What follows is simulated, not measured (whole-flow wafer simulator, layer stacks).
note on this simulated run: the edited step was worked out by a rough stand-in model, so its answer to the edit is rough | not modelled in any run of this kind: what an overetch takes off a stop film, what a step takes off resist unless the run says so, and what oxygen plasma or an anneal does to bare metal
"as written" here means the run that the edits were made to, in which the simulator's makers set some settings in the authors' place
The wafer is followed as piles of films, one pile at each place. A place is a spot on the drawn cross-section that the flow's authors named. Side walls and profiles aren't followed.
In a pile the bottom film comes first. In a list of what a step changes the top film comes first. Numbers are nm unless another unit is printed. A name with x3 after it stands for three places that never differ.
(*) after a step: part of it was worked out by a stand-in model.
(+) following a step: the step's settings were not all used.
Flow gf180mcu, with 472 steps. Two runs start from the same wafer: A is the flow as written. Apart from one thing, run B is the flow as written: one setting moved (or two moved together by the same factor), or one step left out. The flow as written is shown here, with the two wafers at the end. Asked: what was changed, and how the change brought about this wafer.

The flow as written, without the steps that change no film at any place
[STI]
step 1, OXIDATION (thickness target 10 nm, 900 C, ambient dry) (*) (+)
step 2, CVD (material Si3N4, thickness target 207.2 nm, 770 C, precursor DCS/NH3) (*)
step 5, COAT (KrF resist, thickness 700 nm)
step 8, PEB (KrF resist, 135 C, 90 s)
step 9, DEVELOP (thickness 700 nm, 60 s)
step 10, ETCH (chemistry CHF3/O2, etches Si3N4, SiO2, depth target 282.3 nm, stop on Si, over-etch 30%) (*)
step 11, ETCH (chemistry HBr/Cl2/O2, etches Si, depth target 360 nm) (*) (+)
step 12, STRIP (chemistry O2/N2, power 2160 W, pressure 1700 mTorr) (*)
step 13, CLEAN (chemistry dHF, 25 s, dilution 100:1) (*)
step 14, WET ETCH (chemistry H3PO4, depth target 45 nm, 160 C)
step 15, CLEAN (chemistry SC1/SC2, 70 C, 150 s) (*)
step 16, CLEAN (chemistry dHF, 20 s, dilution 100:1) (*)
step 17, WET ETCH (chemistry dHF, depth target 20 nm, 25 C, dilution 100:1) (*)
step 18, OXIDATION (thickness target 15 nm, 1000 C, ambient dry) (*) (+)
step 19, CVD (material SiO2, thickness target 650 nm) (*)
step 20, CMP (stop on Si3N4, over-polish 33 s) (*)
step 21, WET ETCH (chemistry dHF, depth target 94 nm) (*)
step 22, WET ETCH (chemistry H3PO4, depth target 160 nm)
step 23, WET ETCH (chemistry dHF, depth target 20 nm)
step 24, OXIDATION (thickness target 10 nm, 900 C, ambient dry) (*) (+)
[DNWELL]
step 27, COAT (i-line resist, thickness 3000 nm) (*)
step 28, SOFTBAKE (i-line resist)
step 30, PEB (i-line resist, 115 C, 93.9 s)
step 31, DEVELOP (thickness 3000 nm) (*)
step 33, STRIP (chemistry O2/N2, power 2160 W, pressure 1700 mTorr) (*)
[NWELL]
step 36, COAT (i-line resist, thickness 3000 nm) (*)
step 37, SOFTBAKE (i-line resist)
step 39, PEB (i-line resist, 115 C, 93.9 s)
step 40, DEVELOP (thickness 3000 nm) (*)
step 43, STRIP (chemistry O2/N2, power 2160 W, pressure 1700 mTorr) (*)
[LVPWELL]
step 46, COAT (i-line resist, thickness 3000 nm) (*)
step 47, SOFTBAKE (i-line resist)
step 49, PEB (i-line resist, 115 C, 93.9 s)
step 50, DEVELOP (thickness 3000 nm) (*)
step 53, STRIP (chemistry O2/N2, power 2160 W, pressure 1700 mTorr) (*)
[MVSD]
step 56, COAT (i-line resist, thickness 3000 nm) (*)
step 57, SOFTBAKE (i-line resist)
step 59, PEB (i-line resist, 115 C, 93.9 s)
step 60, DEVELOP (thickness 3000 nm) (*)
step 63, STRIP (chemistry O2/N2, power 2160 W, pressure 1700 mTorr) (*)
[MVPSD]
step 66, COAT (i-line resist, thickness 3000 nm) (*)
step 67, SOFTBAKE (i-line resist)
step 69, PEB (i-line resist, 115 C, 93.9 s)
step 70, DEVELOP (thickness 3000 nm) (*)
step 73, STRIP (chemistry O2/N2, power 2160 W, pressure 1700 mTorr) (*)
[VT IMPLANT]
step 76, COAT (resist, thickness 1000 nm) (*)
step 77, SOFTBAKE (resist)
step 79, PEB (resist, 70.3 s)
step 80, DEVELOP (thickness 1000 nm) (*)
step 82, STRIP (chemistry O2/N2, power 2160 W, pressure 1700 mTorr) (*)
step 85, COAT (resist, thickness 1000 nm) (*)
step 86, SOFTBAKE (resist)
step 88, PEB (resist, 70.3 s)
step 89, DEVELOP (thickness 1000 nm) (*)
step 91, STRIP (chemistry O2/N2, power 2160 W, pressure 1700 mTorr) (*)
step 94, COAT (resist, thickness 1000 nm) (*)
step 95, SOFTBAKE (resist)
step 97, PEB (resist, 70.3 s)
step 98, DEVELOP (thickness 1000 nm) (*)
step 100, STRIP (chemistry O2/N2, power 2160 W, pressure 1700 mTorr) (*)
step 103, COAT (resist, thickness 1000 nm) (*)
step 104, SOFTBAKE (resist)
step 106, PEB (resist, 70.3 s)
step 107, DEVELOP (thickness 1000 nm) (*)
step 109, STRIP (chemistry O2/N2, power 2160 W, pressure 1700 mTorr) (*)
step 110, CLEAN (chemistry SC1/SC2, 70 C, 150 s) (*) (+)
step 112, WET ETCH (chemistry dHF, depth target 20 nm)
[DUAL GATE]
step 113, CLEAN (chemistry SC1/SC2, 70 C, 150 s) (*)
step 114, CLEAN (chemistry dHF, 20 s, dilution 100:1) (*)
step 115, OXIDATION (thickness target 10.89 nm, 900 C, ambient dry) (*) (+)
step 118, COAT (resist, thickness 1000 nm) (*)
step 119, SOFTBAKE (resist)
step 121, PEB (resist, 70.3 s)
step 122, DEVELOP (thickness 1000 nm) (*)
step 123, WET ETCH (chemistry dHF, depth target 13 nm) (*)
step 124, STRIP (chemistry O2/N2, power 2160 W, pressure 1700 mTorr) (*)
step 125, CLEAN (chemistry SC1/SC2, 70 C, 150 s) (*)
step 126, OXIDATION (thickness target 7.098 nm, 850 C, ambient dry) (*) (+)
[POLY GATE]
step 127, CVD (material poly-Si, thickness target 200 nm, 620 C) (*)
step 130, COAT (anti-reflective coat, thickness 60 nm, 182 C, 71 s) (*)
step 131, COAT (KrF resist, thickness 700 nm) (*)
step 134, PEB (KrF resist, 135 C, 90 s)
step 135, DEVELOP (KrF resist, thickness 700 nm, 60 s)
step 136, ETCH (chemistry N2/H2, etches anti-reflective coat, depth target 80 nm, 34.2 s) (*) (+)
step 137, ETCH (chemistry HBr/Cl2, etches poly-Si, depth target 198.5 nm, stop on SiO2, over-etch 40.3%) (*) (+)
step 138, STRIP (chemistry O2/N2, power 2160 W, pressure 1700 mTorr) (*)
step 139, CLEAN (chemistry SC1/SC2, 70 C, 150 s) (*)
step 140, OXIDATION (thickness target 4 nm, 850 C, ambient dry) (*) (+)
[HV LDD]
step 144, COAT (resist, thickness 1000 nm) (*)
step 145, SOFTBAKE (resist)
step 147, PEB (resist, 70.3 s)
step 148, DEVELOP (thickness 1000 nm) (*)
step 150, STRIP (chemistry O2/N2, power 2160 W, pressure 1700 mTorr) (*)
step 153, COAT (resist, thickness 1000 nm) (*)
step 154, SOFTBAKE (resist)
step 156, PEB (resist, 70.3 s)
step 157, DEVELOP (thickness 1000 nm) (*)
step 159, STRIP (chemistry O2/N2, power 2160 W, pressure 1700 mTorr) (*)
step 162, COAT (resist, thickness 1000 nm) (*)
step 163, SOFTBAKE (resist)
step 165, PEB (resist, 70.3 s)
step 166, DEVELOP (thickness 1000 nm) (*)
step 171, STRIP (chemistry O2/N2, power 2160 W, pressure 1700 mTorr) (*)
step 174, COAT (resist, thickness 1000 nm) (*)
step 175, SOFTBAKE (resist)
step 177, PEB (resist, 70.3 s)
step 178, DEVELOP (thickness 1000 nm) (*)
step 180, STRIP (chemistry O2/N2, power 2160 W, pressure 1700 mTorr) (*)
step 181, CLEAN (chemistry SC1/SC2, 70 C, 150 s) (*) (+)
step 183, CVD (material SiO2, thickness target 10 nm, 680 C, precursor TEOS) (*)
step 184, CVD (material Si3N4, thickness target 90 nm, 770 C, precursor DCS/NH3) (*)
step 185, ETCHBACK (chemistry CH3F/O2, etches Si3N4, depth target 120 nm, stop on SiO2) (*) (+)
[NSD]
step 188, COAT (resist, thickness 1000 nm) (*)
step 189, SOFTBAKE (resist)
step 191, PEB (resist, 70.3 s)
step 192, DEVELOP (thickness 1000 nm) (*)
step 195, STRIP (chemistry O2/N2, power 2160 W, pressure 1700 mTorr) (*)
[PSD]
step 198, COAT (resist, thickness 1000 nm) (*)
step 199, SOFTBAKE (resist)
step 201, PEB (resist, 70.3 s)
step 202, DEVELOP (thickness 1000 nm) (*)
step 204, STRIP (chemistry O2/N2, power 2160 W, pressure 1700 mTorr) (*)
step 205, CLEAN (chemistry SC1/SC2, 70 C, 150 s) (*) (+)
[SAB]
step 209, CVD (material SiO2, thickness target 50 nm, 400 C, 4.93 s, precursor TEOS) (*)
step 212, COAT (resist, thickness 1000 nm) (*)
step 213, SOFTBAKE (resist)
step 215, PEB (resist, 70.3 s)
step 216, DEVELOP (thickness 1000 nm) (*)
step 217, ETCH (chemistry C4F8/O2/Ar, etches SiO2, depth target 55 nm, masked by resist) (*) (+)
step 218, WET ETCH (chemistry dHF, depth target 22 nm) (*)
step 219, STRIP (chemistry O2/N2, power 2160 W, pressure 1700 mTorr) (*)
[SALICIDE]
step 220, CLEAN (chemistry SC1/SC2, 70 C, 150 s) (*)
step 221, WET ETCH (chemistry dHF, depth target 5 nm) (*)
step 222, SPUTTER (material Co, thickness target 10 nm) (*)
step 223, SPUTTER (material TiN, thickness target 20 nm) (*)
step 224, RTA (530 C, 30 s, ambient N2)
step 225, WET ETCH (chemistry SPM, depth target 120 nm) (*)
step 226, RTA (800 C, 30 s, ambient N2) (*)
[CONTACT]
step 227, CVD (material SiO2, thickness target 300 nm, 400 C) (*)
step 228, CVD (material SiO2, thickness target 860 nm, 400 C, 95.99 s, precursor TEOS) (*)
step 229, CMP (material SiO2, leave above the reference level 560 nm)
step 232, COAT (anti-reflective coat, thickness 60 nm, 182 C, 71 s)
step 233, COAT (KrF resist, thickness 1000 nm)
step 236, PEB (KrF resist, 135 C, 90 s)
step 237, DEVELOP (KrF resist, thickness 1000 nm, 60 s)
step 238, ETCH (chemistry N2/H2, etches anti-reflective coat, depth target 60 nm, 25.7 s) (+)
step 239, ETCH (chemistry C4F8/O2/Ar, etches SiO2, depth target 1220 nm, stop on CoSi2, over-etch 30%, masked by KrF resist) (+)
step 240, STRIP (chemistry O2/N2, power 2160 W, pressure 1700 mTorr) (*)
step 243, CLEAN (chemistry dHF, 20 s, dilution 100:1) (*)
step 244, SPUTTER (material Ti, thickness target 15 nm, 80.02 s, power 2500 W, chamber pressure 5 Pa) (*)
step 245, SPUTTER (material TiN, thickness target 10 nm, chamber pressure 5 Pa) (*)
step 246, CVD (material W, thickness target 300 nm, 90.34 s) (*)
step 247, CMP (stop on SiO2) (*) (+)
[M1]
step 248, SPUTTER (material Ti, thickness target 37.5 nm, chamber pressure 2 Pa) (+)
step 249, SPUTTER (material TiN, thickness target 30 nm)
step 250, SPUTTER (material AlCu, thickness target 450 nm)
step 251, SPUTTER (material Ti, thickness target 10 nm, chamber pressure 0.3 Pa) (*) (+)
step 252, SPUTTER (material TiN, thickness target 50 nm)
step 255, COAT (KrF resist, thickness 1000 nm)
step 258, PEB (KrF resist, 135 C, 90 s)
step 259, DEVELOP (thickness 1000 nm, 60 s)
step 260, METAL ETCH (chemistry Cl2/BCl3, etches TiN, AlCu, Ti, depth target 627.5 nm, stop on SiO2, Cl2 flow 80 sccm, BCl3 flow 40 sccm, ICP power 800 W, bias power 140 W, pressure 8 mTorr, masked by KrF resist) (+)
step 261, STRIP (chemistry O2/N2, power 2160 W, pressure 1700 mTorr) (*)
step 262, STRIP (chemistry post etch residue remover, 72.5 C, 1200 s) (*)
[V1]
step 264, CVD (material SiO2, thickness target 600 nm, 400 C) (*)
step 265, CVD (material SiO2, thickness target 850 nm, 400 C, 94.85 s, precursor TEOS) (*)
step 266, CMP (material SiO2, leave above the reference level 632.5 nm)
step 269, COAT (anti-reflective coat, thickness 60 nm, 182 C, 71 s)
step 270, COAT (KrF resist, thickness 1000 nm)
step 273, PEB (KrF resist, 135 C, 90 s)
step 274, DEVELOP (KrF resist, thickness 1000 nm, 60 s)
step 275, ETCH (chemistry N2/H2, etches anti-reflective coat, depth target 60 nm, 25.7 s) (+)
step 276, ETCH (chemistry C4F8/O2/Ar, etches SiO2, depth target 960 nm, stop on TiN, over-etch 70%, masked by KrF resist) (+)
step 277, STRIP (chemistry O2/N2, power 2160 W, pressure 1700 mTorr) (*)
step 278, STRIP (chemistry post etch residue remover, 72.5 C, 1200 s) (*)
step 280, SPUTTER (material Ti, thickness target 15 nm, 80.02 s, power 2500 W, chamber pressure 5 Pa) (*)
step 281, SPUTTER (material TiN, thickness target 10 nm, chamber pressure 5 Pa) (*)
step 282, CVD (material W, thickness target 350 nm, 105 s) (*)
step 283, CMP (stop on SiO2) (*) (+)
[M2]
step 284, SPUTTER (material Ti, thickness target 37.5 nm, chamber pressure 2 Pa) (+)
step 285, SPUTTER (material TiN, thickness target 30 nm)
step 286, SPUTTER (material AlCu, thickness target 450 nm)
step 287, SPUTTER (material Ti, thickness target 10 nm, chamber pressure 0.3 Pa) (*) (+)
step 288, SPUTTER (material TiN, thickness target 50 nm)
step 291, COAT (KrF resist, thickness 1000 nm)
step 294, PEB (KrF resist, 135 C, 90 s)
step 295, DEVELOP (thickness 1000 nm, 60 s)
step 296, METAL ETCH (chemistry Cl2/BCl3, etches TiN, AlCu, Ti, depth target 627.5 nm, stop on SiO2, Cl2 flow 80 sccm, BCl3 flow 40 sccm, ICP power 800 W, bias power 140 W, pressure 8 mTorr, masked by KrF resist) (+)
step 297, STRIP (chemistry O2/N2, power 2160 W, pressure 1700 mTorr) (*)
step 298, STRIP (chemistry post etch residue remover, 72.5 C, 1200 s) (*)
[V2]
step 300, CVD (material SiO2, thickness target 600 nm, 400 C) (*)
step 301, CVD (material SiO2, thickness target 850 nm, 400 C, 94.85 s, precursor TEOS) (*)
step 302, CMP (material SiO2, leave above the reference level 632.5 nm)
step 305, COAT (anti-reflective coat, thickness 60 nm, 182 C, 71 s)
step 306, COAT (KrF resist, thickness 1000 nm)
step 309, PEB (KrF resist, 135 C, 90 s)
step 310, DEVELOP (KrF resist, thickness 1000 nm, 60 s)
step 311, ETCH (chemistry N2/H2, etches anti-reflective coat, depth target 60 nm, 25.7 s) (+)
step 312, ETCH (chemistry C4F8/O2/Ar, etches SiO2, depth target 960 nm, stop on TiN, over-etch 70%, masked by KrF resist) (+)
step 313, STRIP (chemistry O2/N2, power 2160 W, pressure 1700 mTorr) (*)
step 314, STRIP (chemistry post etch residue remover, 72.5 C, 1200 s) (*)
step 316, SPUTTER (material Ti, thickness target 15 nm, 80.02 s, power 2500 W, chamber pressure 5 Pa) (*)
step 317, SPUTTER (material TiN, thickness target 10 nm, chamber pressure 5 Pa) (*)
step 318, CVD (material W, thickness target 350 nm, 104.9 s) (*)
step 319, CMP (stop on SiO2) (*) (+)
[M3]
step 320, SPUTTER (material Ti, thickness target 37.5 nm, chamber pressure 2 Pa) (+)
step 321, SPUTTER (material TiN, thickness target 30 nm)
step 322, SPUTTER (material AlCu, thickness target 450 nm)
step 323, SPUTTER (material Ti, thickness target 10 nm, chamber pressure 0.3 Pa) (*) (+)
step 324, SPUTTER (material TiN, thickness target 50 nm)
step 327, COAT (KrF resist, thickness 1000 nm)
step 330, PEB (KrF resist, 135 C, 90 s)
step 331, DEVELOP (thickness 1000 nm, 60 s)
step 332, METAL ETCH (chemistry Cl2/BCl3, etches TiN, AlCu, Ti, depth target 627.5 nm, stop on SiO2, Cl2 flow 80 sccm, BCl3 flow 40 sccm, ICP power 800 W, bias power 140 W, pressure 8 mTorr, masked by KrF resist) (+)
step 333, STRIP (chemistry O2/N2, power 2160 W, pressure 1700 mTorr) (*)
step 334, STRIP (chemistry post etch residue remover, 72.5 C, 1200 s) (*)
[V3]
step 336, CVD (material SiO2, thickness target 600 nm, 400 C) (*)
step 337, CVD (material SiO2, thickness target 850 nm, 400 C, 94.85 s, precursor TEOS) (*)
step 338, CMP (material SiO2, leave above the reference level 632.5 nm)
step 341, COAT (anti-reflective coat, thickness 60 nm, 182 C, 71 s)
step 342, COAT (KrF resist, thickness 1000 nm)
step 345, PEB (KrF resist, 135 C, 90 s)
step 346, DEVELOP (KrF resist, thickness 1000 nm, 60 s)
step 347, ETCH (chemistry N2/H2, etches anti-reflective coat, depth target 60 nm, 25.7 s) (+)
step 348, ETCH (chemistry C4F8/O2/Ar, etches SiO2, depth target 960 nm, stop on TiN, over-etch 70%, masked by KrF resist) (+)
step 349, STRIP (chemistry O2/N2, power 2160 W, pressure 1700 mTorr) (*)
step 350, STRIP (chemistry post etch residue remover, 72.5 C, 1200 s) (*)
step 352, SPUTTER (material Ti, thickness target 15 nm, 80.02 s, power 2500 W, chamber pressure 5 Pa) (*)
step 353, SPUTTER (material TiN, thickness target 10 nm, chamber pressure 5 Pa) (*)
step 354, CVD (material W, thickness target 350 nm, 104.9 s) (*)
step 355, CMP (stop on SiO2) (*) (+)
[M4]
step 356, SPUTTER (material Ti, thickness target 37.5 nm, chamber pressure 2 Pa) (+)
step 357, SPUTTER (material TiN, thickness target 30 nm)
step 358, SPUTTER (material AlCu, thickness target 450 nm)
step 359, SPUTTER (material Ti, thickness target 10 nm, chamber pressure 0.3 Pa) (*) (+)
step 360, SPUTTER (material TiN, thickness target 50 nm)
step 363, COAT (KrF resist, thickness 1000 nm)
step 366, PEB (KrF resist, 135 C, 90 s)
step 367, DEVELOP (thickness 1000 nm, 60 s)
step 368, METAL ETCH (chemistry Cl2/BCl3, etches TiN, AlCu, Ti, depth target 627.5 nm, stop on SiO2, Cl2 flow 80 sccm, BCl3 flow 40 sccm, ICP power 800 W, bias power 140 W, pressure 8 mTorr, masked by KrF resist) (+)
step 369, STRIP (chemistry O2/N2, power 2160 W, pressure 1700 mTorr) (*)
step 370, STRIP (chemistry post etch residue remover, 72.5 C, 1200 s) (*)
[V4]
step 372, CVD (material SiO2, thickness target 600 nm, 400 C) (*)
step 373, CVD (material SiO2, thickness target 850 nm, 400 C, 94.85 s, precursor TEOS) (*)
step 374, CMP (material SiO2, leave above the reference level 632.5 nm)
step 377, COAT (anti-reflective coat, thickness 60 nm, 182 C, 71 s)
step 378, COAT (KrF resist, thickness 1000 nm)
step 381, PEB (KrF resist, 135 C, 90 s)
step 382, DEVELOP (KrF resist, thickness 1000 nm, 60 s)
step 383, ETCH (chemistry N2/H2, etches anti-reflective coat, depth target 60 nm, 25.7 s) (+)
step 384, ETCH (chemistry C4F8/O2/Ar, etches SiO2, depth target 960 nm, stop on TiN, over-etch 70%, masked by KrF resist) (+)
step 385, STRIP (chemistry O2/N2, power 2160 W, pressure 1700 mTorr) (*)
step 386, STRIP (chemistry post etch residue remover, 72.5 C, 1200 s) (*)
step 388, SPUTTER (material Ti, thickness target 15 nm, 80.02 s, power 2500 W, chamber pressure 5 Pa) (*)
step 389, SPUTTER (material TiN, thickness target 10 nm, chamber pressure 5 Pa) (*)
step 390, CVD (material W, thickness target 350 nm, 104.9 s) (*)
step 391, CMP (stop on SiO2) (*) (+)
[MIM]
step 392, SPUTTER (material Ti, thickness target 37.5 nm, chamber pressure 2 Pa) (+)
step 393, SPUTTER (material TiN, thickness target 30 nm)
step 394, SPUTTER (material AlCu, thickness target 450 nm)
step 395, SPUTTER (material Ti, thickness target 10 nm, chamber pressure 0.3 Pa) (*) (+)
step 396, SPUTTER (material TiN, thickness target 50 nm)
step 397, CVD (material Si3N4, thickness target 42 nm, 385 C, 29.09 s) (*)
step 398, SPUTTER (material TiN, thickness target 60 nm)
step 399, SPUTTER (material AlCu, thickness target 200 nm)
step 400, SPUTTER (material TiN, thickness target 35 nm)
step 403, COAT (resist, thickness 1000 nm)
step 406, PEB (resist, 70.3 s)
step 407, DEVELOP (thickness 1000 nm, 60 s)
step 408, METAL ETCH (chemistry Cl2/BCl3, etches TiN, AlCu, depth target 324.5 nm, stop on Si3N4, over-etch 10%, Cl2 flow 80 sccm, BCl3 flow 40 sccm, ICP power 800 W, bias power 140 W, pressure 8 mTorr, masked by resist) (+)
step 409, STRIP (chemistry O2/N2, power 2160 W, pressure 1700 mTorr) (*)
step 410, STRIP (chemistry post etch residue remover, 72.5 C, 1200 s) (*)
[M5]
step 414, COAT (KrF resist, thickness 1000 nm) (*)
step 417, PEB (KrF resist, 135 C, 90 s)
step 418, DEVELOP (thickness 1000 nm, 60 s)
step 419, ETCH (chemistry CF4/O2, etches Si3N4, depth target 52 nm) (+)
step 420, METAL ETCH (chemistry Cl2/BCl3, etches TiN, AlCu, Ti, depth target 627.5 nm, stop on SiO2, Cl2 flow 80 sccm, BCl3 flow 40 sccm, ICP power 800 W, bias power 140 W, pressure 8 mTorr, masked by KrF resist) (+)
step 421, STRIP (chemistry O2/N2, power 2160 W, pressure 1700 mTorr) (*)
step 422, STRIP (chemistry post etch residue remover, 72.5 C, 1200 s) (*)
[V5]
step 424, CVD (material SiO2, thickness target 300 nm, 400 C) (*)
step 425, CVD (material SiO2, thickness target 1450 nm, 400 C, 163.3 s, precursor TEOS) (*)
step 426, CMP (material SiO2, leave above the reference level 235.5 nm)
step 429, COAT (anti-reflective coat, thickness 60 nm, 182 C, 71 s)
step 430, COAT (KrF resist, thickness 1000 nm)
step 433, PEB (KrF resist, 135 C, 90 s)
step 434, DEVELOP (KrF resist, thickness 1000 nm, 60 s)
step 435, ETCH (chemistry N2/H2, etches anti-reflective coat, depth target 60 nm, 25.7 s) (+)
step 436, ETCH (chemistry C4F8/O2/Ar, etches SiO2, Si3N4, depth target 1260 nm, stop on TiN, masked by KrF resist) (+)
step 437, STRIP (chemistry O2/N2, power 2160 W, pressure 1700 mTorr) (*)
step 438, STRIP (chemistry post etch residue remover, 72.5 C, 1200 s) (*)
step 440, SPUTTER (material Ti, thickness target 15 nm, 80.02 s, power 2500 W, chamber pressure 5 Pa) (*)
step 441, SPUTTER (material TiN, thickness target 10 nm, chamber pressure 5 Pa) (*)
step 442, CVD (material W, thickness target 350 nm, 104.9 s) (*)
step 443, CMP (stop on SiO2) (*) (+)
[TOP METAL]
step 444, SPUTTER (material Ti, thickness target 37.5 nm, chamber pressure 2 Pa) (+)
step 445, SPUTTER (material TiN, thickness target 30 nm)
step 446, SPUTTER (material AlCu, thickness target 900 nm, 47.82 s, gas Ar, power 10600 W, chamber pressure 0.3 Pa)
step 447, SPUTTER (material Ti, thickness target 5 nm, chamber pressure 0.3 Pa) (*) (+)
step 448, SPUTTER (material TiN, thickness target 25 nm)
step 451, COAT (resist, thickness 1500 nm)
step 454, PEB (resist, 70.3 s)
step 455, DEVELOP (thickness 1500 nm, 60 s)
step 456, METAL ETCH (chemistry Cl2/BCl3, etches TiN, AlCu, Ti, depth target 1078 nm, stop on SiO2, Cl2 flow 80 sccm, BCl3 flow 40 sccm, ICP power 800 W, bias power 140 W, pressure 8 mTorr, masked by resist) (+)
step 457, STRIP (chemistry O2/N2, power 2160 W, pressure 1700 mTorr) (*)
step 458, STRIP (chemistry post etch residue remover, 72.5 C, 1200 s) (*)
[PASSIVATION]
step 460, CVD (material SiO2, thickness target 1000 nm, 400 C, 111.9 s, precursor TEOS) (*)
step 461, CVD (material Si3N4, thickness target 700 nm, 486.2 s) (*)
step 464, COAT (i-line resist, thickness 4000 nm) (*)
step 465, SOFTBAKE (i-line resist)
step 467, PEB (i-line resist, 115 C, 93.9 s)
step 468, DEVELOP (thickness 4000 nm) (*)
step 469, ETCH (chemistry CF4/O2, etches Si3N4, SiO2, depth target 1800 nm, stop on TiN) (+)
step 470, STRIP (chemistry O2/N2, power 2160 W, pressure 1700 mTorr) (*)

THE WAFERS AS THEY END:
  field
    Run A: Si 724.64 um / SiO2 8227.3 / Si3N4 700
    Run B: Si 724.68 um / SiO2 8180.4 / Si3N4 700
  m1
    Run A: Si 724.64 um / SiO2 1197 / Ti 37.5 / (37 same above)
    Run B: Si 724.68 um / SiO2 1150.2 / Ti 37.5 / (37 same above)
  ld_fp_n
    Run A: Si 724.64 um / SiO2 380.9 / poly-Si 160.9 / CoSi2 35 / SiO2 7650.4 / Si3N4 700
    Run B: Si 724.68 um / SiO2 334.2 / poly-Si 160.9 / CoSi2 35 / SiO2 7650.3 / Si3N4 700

The reason: step 11, ETCH: depth target 313 nm was run, though the flow has depth target 360 nm.

How this came from the change, step by step:
  step 11, ETCH (chemistry HBr/Cl2/O2, etches Si, depth target 360 nm) (*) (+)
      active, n_well, p_well and 40 more: A -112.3 KrF resist | B -96.7 KrF resist
      field, field_sub, sti and 34 more: A -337 Si | B -290 Si
  step 12, STRIP (chemistry O2/N2, power 2160 W, pressure 1700 mTorr) (*)
      active, n_well, p_well and 40 more: A -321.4 KrF resist (all of it) | B -337.1 KrF resist (all of it)
  step 19, CVD (material SiO2, thickness target 650 nm) (*)
      m1, ld_fp_n, ld_drift_n and 8 more: A +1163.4 SiO2 | B +1116.4 SiO2
  step 20, CMP (stop on Si3N4, over-polish 33 s) (*)
      sti, mim_1p0, pad and 11 more: A -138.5 SiO2 | B -185.5 SiO2
      nw_enc_fld, nw_enc_fld_lv: A -142.5 SiO2 | B -189.5 SiO2
      (as well as at 10 more places)
